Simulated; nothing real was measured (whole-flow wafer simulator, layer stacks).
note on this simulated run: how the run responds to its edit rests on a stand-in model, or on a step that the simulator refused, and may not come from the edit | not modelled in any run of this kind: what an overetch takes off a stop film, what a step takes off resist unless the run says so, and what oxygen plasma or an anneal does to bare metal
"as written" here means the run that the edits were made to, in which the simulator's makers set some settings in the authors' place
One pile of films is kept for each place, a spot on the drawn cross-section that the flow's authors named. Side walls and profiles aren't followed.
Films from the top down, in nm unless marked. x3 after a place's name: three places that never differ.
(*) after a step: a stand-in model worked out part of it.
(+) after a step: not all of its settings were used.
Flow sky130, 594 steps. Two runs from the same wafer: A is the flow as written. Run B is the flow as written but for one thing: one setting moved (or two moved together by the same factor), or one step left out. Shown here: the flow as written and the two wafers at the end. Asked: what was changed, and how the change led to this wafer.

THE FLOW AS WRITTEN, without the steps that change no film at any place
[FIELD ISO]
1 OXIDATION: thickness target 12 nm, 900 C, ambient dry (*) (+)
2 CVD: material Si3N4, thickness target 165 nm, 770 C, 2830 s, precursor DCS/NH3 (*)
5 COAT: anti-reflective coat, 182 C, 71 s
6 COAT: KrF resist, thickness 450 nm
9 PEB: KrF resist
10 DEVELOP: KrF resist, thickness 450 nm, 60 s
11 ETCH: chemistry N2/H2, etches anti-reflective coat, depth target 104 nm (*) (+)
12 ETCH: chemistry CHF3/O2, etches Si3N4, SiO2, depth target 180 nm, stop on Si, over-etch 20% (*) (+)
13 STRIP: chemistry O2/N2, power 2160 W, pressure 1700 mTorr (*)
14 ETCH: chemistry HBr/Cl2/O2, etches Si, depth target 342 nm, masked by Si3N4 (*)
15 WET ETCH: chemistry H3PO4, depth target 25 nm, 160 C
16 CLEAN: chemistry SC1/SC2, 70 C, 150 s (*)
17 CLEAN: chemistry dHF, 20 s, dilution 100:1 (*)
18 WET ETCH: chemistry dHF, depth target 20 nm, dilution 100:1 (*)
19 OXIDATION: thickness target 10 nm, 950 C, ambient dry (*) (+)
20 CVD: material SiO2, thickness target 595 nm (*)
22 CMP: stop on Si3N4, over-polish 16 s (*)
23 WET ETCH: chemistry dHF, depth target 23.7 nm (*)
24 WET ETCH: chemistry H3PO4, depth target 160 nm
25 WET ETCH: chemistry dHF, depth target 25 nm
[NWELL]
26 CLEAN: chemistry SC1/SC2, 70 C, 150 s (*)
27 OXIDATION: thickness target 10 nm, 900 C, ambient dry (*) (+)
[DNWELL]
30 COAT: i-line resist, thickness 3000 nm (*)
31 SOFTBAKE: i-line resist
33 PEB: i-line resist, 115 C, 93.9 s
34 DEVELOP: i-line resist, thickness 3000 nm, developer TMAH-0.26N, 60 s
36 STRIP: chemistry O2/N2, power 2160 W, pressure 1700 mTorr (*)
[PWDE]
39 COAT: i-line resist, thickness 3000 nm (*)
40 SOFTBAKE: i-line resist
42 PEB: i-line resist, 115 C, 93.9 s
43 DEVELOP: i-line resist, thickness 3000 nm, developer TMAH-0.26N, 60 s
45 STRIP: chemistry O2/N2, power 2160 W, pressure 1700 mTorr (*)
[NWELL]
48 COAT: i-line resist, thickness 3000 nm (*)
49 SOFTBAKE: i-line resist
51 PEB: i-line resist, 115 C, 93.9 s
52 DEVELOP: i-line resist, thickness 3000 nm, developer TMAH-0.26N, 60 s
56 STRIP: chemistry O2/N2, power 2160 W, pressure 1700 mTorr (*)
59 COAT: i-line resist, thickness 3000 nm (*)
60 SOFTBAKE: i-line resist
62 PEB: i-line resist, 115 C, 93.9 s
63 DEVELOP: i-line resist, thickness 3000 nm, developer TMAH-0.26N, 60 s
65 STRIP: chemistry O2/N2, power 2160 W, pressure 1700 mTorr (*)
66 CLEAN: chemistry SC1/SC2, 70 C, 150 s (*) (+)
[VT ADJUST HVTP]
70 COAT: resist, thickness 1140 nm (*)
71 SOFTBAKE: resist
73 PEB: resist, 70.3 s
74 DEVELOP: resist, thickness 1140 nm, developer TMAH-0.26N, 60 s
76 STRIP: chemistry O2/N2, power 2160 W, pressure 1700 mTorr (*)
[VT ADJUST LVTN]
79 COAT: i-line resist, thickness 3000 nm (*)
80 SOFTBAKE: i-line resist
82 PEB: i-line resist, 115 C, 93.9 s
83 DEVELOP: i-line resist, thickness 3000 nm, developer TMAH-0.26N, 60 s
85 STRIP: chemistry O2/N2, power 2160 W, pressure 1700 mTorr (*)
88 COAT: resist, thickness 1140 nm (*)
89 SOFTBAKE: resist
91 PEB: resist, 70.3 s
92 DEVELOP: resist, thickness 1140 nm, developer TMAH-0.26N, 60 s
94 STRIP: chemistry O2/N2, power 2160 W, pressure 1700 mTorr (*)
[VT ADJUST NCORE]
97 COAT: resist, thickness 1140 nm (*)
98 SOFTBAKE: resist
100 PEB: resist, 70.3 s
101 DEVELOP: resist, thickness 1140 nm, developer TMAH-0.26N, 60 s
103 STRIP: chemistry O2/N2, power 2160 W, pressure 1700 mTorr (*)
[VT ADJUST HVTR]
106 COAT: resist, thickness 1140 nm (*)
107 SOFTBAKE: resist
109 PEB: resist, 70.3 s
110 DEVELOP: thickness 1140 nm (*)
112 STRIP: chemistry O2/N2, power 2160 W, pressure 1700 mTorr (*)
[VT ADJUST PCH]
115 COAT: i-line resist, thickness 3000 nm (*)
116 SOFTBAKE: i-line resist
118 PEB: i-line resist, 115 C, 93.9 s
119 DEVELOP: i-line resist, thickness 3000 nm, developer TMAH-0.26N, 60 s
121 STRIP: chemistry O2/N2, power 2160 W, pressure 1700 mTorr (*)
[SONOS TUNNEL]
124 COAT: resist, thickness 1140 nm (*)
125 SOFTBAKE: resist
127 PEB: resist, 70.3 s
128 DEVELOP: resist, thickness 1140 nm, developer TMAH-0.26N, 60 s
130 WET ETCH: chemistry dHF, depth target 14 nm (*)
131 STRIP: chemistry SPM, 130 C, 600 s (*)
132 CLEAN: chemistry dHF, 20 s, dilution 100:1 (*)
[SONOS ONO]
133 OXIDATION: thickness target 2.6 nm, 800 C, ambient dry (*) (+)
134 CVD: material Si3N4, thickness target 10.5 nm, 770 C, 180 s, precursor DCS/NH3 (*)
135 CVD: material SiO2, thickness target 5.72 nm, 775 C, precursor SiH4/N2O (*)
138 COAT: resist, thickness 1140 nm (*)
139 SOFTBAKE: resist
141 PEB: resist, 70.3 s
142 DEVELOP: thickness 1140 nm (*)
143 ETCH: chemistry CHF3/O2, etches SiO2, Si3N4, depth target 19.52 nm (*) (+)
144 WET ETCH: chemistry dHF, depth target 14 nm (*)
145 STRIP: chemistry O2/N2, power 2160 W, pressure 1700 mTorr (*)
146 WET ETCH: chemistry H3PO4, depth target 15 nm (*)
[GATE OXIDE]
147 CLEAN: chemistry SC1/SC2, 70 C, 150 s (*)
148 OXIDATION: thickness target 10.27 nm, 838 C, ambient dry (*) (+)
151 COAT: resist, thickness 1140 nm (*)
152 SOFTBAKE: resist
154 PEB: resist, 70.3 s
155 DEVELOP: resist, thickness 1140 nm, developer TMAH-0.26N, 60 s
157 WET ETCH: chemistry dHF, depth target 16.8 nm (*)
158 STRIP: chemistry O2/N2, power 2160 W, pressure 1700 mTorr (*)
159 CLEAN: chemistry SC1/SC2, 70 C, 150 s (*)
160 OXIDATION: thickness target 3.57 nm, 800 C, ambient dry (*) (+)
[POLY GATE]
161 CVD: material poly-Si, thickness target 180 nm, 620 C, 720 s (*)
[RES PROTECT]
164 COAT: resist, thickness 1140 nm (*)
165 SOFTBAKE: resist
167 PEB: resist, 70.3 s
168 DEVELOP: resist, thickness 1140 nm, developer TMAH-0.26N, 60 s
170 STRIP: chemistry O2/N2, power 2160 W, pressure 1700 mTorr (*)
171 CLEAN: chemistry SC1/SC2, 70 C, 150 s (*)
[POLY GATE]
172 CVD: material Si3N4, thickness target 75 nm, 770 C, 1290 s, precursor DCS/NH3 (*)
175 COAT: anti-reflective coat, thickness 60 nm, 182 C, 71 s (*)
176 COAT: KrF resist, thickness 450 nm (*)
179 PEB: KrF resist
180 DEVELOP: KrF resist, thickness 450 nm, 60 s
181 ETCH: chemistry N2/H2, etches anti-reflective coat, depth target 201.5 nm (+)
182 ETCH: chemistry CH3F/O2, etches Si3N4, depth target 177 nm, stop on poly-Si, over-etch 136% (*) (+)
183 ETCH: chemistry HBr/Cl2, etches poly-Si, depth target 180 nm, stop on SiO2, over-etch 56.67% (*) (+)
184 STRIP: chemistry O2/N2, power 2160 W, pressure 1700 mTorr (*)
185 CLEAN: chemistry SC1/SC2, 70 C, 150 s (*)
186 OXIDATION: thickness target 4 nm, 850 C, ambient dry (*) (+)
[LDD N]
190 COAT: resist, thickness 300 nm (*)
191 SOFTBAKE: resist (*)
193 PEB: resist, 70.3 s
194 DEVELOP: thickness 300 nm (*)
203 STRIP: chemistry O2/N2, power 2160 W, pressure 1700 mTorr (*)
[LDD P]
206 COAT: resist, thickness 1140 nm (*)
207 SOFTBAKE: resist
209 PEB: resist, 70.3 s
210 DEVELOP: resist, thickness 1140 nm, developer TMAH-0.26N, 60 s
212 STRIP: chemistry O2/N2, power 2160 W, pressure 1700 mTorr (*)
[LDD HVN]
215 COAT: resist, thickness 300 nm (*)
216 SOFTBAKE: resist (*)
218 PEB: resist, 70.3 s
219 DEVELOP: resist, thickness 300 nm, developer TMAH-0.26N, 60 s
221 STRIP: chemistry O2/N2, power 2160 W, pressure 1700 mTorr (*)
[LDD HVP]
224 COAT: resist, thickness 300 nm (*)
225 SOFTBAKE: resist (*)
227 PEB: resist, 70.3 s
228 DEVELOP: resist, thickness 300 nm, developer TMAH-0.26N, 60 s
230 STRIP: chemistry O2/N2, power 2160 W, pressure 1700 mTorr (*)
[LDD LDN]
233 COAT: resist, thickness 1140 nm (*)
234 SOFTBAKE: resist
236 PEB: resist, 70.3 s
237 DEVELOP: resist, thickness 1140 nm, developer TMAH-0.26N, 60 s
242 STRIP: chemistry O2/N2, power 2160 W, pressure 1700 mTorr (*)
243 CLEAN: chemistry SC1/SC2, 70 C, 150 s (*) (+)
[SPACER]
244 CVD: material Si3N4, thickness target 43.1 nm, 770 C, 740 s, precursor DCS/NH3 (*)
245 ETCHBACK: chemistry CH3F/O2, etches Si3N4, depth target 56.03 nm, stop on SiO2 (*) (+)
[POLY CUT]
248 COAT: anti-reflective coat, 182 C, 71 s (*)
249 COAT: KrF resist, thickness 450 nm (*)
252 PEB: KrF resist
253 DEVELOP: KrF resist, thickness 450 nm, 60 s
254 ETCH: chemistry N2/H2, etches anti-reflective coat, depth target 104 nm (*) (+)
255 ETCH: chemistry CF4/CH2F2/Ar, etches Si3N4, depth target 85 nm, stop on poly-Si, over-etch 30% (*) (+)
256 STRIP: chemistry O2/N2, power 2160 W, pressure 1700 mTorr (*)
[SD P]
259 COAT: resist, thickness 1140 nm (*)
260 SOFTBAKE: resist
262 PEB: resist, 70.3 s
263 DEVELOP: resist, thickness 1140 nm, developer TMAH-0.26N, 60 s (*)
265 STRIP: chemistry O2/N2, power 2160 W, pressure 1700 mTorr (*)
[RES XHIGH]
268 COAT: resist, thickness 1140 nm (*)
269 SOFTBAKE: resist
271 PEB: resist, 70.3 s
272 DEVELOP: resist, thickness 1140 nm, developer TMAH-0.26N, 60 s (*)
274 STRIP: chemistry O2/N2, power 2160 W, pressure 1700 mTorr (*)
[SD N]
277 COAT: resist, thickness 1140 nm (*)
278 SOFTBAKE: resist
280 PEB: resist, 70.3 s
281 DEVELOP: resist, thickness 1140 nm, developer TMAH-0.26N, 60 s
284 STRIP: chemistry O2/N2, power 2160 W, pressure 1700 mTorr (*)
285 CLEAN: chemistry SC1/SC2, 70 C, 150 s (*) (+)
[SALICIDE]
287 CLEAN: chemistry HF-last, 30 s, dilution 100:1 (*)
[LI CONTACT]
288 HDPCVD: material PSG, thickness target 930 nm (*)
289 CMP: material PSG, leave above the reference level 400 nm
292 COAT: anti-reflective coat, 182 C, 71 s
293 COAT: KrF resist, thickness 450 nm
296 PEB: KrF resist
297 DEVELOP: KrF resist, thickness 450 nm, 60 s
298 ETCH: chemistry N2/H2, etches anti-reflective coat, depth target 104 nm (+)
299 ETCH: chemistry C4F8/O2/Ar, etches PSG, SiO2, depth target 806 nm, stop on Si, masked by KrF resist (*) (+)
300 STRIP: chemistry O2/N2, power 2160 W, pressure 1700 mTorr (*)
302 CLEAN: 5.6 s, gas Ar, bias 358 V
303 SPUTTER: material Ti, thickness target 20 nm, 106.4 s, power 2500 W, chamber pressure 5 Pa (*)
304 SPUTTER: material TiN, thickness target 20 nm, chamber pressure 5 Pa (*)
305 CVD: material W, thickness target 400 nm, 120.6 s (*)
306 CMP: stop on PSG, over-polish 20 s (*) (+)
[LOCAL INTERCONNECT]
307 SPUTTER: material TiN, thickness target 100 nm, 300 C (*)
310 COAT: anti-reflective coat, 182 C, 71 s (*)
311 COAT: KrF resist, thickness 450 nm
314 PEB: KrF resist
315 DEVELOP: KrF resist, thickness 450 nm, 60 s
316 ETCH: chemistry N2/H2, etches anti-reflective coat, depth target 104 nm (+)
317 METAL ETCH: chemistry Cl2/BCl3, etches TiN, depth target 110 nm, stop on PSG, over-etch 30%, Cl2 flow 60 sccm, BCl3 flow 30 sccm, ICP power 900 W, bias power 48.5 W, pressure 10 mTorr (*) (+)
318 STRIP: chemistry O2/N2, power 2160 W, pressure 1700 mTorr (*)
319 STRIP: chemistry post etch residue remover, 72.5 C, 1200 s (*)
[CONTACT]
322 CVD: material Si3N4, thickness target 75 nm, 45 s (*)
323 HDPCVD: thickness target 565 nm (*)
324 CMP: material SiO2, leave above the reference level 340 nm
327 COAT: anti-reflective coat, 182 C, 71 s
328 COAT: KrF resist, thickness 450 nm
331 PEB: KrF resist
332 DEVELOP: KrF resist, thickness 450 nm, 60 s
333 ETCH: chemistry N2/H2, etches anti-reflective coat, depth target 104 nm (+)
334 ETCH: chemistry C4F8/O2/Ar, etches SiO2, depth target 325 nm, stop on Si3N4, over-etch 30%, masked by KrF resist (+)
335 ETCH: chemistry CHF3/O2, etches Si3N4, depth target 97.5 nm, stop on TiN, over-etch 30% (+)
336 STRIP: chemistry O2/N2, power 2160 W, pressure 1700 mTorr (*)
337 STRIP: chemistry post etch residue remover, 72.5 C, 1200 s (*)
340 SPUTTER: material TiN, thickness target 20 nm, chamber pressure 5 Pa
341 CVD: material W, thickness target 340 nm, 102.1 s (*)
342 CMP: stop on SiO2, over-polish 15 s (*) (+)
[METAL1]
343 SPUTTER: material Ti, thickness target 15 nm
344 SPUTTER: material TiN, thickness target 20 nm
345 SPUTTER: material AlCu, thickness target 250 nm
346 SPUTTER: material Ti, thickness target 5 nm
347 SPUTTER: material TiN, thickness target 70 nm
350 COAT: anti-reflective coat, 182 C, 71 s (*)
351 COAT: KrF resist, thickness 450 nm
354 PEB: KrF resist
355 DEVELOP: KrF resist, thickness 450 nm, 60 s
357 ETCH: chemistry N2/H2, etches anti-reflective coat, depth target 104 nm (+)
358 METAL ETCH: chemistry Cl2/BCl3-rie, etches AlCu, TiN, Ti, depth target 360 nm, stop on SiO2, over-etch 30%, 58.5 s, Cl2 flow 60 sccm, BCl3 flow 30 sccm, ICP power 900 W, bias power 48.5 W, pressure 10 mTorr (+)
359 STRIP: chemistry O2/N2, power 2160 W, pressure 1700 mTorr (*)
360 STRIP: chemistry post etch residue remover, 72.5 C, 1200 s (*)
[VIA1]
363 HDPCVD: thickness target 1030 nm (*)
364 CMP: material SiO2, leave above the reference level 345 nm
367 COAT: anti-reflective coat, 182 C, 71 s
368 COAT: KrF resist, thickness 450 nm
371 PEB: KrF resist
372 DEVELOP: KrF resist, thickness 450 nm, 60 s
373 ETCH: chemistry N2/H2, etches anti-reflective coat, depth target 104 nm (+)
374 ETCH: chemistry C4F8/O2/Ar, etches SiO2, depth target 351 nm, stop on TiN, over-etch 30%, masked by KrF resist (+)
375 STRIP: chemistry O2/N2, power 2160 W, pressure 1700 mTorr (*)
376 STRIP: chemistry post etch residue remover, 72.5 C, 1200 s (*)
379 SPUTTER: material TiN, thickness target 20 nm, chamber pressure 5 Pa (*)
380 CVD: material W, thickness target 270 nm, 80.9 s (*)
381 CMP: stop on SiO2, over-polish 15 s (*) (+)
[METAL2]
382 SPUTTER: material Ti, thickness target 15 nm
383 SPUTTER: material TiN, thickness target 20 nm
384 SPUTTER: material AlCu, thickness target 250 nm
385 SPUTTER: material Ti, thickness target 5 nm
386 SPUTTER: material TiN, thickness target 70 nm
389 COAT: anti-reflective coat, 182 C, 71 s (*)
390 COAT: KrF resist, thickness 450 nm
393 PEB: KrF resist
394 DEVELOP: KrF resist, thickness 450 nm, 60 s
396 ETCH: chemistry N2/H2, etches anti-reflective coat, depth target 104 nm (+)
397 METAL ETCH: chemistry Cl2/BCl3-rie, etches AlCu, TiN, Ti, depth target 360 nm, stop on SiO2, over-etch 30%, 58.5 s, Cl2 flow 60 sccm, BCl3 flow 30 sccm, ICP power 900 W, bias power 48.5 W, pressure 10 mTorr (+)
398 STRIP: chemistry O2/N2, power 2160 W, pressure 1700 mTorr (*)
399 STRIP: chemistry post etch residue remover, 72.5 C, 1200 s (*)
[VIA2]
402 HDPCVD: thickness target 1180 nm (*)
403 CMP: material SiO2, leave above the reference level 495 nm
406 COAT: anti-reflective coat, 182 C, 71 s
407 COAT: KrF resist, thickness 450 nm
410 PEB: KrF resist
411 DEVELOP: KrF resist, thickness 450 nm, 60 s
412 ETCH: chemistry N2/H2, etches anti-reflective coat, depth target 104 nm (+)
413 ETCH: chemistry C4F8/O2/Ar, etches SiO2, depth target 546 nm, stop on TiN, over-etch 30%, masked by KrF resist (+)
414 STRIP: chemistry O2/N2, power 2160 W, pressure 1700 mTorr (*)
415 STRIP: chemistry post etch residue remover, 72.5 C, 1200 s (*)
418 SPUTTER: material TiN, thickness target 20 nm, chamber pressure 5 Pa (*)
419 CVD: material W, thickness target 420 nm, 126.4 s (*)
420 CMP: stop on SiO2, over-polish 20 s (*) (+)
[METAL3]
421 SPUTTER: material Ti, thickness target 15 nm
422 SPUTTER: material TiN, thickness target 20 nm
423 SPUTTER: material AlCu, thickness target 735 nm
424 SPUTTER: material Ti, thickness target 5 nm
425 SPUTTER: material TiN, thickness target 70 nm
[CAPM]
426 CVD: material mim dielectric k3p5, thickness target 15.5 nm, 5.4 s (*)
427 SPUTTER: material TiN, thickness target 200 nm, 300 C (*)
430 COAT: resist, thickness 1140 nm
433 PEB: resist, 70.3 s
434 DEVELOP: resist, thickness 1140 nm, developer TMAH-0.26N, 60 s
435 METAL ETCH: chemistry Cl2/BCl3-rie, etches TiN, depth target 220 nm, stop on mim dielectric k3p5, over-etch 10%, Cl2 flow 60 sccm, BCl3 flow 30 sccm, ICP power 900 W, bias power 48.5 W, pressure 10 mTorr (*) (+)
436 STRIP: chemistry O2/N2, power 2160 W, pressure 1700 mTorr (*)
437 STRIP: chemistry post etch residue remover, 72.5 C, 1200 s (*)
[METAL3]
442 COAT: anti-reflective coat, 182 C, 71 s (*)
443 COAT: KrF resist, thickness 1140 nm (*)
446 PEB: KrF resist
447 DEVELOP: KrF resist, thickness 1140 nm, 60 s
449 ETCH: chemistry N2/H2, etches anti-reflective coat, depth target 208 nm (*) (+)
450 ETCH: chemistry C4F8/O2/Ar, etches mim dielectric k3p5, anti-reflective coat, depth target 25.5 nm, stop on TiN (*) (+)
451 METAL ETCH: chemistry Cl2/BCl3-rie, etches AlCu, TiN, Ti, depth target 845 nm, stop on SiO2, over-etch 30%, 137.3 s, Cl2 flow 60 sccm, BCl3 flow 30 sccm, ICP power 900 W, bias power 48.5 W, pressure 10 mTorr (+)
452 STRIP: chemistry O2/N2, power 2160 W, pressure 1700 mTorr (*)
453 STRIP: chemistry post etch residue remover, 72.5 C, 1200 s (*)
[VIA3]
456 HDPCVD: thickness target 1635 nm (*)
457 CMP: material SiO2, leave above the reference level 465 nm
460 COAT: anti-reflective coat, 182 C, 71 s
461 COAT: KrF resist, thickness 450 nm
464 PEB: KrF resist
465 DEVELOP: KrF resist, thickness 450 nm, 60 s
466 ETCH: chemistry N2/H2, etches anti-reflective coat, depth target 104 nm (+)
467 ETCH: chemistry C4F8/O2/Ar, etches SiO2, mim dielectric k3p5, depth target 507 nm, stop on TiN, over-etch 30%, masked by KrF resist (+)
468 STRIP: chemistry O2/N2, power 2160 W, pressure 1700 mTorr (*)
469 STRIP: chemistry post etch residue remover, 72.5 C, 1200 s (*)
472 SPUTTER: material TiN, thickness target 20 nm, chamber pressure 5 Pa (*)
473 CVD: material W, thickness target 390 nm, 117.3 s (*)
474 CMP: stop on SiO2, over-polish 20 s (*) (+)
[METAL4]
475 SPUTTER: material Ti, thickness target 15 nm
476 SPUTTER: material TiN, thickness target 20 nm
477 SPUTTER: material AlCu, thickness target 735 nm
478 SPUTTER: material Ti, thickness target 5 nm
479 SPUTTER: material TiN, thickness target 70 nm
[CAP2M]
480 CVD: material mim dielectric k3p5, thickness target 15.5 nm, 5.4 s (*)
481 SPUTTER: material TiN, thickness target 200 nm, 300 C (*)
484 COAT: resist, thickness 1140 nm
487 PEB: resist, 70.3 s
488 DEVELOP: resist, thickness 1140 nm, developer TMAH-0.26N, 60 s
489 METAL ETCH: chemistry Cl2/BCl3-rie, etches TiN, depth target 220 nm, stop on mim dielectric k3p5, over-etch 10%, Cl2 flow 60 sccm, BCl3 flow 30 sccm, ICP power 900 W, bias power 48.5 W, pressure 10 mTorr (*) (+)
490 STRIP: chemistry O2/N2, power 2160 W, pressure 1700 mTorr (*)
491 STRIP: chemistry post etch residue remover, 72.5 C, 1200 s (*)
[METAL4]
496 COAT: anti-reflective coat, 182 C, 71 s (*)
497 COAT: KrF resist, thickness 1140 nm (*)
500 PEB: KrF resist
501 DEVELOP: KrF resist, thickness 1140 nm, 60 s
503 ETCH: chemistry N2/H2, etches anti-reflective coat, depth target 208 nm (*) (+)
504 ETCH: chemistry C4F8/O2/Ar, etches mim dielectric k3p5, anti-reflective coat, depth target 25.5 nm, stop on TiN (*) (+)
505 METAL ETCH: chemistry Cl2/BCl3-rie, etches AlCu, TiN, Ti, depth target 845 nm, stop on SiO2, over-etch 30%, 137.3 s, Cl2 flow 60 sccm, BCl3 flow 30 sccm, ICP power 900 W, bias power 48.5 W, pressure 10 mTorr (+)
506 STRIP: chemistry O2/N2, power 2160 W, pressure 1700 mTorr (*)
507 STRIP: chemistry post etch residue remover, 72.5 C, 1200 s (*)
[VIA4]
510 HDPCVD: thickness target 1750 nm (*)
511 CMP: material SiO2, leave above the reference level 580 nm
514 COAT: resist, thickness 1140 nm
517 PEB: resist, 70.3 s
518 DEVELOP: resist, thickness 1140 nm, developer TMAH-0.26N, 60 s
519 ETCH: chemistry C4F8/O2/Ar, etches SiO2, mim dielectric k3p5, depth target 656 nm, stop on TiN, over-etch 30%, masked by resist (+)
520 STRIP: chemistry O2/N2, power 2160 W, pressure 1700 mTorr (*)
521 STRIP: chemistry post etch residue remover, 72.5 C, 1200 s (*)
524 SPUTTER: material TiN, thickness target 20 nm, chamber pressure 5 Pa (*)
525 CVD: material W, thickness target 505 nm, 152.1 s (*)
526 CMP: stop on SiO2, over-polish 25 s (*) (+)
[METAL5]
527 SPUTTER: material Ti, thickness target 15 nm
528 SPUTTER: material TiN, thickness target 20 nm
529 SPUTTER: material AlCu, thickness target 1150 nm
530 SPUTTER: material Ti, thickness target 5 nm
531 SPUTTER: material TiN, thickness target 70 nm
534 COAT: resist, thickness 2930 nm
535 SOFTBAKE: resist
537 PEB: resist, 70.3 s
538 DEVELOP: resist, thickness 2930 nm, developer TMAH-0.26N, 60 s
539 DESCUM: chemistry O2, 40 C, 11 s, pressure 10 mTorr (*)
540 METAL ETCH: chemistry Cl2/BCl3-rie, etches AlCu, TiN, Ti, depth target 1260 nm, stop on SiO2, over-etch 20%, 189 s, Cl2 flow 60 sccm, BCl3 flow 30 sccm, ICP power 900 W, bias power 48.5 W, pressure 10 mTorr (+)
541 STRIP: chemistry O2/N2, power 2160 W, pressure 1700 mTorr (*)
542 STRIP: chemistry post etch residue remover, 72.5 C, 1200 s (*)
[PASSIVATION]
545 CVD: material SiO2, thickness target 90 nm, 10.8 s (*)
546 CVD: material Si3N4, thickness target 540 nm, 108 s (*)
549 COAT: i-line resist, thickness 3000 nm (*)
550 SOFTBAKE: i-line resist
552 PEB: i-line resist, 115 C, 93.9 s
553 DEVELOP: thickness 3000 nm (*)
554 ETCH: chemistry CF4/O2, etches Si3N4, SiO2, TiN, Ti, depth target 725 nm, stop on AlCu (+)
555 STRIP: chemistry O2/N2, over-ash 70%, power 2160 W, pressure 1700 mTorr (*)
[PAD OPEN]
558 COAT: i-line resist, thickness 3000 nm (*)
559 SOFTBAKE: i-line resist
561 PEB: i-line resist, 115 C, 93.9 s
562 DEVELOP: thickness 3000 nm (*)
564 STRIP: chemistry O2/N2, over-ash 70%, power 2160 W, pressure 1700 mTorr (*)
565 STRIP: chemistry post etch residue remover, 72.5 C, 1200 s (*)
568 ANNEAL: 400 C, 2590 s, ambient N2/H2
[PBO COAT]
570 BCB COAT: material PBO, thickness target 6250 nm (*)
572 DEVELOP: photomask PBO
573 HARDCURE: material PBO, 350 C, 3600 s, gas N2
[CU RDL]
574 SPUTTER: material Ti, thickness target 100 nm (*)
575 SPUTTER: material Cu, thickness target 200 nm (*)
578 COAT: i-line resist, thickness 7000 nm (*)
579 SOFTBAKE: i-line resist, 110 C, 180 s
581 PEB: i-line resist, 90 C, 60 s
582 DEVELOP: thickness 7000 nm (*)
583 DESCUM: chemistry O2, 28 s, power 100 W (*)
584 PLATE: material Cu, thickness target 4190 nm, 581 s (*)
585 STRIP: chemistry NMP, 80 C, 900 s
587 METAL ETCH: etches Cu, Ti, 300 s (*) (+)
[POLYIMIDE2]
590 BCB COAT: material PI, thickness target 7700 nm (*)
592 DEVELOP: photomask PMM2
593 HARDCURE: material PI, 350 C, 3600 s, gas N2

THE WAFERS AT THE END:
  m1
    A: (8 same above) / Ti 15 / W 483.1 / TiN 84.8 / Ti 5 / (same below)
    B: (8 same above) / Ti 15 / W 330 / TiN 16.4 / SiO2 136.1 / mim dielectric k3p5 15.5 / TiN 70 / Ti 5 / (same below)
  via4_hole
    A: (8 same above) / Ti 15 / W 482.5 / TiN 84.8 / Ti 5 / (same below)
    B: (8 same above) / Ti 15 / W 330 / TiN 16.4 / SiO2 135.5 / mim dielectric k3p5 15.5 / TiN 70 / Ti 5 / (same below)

The cause: step 519, ETCH: depth target 354 nm was run, where the flow has depth target 656 nm.

How the change led to this, step by step:
  519 ETCH: chemistry C4F8/O2/Ar, etches SiO2, mim dielectric k3p5, depth target 656 nm, stop on TiN, over-etch 30%, masked by resist (+)
      m1: A SiO2 -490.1 (all of it), mim dielectric k3p5 -15.5 (all of it) | B SiO2 -354
      via4_hole: A SiO2 -489.5 (all of it), mim dielectric k3p5 -15.5 (all of it) | B SiO2 -354
      (and at 191 more places)
  520 STRIP: chemistry O2/N2, power 2160 W, pressure 1700 mTorr (*)
      field, active, n_well and 188 more: A resist -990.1 (all of it) | B resist -1050.5 (all of it)
  524 SPUTTER: material TiN, thickness target 20 nm, chamber pressure 5 Pa (*)
      m1, via4_hole: A TiN +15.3 | B TiN +16.4 (new film)
  525 CVD: material W, thickness target 505 nm, 152.1 s (*)
      m1: A W +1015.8 (new film) | B W +665.9 (new film)
      via4_hole: A W +1015.2 (new film) | B W +667.6 (new film)
  526 CMP: stop on SiO2, over-polish 25 s (*) (+)
      m1: A W -532.7 | B W -335.9
      via4_hole: A W -532.7 | B W -337.6
Counting metal films that touch as one body, m1 has 3 bodies (between them, from the top down: SiO2 136.1 / mim dielectric k3p5 15.5; SiO2 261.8 / Si3N4 75); the flow as written gives 2 bodies (between them, from the top down: SiO2 261.8 / Si3N4 75).
Counting metal films that touch as one body, via4_hole has 2 bodies (between them, from the top down: SiO2 135.5 / mim dielectric k3p5 15.5); the flow as written gives 1 body.
